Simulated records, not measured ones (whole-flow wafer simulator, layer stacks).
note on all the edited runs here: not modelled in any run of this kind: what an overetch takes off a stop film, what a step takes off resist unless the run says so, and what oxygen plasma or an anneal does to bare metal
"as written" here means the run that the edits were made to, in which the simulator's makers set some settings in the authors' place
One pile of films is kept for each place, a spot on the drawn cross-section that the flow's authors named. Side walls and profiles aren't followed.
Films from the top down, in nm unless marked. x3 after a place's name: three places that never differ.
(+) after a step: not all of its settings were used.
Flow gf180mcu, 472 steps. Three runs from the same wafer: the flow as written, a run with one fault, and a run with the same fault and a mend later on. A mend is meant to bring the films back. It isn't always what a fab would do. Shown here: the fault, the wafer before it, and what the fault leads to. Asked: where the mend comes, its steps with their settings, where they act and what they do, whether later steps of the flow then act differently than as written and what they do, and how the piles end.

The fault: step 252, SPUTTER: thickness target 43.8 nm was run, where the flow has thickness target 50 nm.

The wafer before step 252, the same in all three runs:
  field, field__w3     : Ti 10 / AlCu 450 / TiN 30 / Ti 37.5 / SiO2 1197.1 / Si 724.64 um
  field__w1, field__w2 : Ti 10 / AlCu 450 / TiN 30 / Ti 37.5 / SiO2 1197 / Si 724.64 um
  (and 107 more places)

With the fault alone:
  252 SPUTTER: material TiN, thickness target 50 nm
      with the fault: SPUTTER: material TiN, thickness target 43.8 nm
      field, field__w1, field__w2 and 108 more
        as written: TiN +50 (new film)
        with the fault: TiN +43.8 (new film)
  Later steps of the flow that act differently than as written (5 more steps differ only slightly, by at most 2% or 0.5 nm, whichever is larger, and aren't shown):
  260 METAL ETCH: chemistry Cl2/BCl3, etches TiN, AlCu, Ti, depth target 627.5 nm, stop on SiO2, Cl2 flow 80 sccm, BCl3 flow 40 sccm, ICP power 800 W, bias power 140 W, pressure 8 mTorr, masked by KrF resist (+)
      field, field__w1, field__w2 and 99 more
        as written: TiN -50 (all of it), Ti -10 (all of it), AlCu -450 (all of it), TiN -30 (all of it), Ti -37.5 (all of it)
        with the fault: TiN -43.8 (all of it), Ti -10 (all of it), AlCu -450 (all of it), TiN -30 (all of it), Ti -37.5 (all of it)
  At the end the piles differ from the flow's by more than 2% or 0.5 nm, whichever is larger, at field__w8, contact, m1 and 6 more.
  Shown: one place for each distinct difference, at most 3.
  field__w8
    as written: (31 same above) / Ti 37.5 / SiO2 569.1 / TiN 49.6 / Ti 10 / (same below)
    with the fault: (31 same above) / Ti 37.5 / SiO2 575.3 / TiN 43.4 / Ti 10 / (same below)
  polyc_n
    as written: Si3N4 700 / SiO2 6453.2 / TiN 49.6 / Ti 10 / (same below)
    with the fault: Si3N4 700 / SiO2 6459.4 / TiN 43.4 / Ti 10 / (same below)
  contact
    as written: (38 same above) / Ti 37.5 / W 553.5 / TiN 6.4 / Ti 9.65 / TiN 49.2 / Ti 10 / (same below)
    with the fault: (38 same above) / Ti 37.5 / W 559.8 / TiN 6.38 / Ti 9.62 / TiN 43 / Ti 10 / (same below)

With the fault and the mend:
  The mend comes after step 252.
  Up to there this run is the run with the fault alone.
  252a SPUTTER: material TiN, thickness target 6.2 nm (the flow's step 252 once more, with other settings)
      field, field__w1, field__w2 and 108 more
        TiN +6.2
  No later step of the flow acts differently than as written at any place that is followed.
  At the end the piles are the same as the flow's at every place that both follow.
